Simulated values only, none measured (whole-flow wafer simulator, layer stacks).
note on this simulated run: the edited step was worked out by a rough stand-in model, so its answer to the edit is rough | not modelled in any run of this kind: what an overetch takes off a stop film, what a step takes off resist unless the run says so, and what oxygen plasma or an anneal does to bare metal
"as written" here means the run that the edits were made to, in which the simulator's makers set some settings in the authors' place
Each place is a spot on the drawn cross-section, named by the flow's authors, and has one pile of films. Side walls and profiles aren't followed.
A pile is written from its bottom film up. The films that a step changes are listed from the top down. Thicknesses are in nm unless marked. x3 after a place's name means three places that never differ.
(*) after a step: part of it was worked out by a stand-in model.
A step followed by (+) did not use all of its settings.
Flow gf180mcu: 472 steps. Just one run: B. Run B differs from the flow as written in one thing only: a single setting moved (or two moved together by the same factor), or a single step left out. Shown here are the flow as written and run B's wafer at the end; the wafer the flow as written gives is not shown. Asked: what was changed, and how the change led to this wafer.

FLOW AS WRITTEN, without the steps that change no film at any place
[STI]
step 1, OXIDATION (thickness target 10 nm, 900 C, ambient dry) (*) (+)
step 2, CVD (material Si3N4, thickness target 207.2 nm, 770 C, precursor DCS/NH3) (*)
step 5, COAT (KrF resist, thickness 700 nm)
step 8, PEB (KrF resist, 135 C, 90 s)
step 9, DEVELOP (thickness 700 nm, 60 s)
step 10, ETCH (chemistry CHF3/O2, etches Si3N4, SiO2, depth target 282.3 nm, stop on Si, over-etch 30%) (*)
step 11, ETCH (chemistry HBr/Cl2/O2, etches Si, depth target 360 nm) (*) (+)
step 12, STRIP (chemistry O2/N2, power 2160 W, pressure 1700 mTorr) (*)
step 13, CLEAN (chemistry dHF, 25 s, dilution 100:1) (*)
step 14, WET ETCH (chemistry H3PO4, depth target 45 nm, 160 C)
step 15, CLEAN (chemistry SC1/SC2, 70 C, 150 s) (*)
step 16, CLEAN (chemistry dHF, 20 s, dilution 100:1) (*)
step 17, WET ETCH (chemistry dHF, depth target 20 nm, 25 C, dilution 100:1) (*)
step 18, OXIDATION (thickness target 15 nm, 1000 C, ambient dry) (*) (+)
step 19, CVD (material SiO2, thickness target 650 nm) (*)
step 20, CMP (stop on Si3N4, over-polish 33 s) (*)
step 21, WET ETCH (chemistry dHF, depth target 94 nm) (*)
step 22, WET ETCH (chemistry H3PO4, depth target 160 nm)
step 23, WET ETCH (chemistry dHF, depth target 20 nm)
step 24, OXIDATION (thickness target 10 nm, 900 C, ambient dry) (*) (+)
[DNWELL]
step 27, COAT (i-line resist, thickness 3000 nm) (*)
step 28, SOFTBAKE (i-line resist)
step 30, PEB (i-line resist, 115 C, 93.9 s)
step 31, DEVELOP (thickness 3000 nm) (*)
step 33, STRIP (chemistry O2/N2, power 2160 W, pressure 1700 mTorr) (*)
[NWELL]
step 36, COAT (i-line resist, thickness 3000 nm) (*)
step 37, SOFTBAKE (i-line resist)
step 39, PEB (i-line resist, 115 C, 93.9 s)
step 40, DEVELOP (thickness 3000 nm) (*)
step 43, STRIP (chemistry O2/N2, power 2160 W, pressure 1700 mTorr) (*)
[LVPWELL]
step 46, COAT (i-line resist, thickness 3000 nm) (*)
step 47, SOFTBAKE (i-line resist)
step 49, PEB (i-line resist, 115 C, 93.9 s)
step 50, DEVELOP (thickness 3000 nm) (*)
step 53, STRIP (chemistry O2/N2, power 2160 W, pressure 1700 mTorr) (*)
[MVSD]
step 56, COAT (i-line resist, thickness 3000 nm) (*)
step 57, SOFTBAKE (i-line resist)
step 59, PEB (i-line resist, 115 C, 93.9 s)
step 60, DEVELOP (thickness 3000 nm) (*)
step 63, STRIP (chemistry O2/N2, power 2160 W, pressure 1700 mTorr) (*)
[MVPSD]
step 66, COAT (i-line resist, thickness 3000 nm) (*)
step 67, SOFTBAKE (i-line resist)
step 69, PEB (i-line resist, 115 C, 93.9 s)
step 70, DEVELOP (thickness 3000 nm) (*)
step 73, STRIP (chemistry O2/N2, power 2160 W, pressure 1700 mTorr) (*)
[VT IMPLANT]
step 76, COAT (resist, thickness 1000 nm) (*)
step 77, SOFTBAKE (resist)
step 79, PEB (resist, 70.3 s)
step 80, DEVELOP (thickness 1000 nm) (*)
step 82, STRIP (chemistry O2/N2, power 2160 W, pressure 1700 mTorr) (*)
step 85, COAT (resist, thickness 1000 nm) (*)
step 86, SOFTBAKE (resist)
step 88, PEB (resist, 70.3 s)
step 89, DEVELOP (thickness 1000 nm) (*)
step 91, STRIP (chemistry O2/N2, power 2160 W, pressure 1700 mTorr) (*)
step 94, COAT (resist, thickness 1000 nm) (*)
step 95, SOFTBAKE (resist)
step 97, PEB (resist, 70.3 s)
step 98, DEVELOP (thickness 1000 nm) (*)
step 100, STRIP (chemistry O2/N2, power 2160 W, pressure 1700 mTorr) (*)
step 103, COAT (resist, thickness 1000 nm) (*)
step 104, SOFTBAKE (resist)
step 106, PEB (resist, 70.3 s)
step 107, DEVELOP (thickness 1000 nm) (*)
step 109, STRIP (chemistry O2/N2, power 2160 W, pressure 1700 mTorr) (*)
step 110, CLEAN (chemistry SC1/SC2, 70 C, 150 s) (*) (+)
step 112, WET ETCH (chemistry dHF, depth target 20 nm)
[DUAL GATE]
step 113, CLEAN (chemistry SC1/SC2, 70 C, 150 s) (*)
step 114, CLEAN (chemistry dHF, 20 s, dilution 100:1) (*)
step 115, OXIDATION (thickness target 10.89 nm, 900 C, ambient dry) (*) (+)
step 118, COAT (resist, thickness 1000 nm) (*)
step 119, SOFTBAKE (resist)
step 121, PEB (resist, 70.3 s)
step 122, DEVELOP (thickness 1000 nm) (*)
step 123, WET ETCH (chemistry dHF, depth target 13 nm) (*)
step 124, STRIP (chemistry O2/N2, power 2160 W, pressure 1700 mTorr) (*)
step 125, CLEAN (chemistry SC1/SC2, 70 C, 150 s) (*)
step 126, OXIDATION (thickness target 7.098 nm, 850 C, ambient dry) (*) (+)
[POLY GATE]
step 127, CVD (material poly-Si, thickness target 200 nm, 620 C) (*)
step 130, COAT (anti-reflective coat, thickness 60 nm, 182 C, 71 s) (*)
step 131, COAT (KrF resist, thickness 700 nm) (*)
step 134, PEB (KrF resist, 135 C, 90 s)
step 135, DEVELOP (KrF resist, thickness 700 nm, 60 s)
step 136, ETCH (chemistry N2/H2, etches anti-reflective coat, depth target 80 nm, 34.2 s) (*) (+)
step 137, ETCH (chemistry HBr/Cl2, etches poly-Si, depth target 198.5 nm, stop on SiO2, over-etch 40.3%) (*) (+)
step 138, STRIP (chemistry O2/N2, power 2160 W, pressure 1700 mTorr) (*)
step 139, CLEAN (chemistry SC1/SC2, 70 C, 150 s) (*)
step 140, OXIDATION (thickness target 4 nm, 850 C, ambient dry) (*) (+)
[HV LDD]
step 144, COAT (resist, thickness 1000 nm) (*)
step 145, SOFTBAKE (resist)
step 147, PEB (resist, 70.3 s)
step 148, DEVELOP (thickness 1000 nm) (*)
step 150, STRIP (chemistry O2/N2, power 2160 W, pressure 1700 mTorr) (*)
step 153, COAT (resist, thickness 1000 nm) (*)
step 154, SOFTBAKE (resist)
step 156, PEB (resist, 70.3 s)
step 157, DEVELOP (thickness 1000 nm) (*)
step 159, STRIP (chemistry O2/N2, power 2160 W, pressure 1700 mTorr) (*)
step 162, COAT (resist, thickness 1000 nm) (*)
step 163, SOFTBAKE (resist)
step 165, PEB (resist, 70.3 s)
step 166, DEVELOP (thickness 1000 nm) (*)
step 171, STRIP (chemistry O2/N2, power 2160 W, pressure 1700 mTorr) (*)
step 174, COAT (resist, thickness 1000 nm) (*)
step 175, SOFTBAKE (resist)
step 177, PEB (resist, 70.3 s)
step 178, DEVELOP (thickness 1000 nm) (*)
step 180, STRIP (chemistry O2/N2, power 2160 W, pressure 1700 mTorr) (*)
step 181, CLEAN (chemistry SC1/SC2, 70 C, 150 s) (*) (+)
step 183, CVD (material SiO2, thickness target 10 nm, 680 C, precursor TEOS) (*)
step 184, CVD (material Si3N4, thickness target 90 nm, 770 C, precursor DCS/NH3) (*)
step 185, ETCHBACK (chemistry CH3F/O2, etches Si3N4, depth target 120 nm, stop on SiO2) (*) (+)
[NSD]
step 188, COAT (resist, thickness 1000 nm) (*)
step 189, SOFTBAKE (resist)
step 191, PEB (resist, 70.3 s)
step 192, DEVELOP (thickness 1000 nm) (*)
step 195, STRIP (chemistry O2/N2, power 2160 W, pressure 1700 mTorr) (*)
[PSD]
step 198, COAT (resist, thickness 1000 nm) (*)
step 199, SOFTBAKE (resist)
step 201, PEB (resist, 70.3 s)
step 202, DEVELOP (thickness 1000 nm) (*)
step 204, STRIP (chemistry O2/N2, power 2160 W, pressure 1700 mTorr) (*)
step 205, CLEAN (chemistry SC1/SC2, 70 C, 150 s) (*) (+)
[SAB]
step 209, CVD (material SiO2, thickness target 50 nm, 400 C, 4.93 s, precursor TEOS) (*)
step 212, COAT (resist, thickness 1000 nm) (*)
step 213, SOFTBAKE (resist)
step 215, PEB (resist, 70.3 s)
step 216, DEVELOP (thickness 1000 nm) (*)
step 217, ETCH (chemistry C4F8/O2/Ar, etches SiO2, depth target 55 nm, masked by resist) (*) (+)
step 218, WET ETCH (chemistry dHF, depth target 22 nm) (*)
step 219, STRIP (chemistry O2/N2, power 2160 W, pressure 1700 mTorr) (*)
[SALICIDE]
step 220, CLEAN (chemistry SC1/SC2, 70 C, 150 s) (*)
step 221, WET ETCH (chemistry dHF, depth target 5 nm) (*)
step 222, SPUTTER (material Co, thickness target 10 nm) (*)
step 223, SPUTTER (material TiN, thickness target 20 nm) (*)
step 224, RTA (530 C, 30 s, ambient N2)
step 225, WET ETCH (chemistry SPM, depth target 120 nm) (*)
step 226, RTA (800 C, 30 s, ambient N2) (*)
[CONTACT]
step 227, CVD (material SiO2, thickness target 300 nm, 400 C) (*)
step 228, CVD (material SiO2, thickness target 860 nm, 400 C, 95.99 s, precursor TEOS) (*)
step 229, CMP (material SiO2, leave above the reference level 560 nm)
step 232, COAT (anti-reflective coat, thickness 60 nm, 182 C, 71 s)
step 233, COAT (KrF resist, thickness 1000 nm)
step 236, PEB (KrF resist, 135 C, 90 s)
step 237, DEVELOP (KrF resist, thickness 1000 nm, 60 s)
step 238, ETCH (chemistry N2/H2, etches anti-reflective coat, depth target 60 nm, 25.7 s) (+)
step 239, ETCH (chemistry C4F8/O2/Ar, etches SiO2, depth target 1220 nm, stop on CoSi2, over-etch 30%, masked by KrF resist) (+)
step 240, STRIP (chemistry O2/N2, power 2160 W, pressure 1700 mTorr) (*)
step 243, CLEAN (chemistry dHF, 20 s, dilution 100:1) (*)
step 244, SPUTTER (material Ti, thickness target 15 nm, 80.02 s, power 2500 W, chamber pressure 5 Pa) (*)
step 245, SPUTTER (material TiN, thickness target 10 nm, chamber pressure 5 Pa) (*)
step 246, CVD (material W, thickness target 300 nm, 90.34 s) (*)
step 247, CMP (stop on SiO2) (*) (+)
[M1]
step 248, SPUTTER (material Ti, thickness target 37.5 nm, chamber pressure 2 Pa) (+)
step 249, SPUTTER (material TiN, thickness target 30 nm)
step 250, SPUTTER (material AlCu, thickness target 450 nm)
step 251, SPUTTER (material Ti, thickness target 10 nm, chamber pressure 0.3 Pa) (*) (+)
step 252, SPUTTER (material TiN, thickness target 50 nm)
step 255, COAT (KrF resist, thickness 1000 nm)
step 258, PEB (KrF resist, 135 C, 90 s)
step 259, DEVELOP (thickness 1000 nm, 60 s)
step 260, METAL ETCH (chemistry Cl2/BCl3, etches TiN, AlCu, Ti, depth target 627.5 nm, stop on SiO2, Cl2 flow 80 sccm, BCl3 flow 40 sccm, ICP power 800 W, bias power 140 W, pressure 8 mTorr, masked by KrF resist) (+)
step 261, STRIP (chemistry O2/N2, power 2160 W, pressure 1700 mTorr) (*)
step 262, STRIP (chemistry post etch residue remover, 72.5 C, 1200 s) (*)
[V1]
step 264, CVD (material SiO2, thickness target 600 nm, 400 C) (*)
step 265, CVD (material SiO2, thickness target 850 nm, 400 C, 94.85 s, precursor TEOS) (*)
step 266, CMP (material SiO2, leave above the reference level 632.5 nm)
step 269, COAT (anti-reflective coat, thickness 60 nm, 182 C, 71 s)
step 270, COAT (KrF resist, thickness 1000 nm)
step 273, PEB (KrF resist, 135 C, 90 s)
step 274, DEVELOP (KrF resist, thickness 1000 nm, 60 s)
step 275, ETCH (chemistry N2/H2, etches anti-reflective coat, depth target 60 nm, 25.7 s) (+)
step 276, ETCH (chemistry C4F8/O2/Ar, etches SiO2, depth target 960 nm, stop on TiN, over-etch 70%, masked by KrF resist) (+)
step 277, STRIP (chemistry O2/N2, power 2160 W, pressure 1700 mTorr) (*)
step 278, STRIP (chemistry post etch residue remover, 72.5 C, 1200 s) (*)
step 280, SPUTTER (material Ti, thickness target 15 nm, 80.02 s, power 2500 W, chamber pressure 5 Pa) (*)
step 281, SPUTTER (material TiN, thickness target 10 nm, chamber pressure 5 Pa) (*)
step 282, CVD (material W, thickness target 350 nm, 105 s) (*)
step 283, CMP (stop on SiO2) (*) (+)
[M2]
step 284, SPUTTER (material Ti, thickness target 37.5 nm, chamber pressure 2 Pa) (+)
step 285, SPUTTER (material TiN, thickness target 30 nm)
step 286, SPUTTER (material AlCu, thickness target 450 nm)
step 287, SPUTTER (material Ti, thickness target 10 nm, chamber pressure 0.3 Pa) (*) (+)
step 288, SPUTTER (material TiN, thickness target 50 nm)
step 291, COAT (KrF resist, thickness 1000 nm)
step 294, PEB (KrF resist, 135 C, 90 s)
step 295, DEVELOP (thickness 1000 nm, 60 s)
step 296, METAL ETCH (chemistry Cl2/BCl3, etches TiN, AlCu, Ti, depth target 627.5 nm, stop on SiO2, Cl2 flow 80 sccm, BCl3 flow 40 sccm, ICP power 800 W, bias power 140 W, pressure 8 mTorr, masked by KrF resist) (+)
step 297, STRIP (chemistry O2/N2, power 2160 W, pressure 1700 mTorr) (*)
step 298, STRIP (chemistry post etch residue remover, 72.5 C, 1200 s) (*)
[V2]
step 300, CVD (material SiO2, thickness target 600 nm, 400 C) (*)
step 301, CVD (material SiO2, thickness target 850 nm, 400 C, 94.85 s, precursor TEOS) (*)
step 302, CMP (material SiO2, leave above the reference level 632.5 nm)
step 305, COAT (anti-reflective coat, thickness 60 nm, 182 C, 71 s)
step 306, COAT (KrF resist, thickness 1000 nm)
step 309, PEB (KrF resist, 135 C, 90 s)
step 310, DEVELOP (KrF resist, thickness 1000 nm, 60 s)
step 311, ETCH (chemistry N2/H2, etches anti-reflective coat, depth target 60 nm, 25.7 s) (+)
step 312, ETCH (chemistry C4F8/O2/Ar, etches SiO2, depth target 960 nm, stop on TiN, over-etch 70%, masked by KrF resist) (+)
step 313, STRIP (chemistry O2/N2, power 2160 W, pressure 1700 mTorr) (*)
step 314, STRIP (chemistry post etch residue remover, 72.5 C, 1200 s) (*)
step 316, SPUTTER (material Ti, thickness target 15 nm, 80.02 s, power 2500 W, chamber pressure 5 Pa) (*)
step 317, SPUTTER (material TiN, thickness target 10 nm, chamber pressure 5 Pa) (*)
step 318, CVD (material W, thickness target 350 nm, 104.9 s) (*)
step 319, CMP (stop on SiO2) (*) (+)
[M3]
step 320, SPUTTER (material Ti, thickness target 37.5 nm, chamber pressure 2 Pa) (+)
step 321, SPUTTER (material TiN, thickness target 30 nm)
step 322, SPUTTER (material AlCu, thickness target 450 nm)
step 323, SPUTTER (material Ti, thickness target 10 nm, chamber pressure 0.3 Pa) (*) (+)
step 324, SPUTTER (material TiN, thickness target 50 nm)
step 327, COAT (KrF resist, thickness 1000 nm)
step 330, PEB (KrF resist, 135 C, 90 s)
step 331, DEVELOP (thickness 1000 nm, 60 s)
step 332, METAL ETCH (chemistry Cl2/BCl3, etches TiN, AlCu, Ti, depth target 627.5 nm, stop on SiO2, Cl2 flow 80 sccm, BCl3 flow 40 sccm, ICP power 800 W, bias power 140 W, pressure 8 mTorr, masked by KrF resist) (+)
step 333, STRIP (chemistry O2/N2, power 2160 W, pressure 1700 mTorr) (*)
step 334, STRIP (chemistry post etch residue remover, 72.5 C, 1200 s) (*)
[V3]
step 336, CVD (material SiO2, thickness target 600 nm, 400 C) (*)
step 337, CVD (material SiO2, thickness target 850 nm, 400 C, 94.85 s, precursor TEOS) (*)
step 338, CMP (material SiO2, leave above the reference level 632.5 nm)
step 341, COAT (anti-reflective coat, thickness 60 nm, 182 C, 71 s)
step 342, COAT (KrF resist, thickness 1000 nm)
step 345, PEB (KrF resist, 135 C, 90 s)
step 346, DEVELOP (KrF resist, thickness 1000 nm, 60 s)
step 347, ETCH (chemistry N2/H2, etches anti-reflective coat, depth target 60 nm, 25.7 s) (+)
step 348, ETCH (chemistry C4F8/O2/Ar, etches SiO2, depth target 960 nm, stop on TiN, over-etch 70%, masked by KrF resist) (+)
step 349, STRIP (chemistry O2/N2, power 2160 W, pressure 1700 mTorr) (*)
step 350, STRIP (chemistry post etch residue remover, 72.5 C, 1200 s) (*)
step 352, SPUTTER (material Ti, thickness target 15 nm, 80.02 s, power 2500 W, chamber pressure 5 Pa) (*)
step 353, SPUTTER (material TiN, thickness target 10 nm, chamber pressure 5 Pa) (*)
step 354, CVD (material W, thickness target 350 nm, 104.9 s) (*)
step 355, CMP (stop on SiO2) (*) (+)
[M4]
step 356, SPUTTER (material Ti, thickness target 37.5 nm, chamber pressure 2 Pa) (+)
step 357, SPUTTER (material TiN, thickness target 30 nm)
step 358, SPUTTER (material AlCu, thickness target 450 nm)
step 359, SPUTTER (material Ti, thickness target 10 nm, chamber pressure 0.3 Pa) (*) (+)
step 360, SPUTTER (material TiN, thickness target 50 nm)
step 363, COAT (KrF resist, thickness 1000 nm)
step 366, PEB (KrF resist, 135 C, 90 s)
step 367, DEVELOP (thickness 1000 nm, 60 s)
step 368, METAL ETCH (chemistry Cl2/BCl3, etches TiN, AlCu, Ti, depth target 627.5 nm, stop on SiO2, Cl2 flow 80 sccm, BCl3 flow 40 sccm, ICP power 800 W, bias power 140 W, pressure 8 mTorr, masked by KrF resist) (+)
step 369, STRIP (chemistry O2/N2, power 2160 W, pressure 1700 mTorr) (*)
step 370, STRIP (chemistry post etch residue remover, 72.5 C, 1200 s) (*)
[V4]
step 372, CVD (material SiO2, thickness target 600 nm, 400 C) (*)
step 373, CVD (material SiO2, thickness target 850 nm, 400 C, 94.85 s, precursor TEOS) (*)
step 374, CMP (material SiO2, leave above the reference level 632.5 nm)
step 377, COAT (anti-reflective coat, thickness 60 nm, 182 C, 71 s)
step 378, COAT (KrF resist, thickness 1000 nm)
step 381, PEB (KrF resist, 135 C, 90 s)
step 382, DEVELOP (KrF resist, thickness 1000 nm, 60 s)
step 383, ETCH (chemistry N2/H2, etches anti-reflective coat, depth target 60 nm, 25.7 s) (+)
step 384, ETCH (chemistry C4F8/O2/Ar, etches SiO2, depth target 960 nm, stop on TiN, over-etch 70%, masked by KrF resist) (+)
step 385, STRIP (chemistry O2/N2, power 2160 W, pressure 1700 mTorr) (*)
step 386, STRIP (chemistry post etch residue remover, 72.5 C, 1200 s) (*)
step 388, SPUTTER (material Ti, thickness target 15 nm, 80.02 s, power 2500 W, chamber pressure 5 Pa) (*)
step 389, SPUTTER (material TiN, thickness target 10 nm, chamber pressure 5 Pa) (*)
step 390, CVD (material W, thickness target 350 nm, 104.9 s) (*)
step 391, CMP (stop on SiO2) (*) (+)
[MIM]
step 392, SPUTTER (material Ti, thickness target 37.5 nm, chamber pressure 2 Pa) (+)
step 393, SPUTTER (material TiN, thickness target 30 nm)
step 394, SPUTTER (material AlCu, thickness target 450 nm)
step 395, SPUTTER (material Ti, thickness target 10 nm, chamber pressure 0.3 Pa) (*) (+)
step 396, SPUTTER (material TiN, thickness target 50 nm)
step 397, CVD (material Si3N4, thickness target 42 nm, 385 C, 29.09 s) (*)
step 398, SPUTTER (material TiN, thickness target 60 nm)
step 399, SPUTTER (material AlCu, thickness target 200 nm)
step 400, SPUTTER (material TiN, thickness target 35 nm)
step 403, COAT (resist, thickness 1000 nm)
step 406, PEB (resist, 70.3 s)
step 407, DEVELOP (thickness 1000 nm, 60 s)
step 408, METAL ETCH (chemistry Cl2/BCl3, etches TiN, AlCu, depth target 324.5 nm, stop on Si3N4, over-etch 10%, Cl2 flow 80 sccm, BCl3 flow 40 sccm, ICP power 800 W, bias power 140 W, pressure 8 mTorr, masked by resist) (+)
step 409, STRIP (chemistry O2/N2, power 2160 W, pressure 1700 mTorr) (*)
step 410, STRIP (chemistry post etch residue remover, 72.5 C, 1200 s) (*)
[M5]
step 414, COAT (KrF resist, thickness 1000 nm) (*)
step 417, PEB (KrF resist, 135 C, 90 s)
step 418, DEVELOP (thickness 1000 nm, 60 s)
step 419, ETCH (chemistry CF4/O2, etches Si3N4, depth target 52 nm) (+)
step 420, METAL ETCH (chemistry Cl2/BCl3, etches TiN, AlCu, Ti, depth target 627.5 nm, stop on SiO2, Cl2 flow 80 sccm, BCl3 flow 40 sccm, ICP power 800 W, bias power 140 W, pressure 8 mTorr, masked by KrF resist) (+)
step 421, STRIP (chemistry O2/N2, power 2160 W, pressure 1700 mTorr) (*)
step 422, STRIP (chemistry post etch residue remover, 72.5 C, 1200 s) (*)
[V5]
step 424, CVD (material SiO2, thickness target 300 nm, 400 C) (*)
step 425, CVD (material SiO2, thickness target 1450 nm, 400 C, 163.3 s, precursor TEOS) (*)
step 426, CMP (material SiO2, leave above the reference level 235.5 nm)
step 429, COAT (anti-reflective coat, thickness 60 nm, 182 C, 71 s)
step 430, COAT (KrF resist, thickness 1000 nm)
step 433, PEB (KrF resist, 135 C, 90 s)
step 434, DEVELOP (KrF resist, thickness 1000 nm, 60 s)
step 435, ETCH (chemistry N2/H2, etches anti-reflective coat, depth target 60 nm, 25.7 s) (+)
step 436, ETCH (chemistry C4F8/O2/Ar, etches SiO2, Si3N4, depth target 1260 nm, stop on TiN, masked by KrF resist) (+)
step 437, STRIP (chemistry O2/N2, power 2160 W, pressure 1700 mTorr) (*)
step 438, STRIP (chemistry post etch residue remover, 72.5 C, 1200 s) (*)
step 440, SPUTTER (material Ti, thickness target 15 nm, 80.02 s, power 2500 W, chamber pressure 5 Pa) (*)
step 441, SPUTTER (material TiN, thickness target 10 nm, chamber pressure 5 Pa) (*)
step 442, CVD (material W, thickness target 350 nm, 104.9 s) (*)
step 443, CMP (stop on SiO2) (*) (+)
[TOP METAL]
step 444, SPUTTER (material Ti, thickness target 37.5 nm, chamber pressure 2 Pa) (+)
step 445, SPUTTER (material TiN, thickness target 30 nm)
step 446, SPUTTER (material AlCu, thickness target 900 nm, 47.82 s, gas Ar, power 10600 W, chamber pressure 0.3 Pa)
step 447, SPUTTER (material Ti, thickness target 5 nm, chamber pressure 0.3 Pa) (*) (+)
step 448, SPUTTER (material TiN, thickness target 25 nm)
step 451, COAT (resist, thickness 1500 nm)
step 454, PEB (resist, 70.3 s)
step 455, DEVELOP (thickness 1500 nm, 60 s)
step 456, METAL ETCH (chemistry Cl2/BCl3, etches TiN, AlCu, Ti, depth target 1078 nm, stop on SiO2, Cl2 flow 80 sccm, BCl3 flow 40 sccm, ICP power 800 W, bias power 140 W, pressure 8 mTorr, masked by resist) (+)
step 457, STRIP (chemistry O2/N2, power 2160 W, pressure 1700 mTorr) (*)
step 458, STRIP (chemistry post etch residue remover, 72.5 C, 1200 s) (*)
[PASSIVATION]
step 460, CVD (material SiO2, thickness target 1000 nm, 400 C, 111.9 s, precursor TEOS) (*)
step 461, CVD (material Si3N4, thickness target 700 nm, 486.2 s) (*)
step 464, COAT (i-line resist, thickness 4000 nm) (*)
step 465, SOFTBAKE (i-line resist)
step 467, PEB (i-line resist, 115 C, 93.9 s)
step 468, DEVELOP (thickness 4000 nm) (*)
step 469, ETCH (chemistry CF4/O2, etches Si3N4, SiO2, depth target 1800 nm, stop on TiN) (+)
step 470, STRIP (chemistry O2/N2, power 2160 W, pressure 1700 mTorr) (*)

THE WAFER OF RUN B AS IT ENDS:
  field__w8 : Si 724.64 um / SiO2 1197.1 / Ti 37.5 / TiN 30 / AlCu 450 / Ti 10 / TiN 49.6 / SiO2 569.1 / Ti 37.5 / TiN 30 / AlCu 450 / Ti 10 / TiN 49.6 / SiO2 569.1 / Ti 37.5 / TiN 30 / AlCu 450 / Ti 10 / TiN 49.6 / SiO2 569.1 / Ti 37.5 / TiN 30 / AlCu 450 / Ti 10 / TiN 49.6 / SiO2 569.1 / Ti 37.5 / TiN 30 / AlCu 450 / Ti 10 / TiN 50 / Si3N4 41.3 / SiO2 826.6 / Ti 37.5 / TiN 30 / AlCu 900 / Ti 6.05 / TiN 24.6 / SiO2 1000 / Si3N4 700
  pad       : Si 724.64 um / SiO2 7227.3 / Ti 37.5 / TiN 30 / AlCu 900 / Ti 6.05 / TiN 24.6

The reason: step 447, SPUTTER: thickness target 6.05 nm was run, while the flow as written has thickness target 5 nm.
One can read it off the wafer: field__w8 has Ti 6.05, and step 447 as written asks for 5 nm.

The path from the change to this, step by step:
  step 447, SPUTTER (material Ti, thickness target 5 nm, chamber pressure 0.3 Pa) (*) (+)
      field, field__w1, field__w2 and 109 more: Ti gains 6.05 (new film) (as written it would have been: Ti gains 5 (new film))
  step 456, METAL ETCH (chemistry Cl2/BCl3, etches TiN, AlCu, Ti, depth target 1078 nm, stop on SiO2, Cl2 flow 80 sccm, BCl3 flow 40 sccm, ICP power 800 W, bias power 140 W, pressure 8 mTorr, masked by resist) (+)
      field, field__w1, field__w2 and 103 more: TiN loses 25 (all of it), Ti loses 6.05 (all of it), AlCu loses 900 (all of it), TiN loses 30 (all of it), Ti loses 37.5 (all of it) (as written it would have been: TiN loses 25 (all of it), Ti loses 5 (all of it), AlCu loses 900 (all of it), TiN loses 30 (all of it), Ti loses 37.5 (all of it))
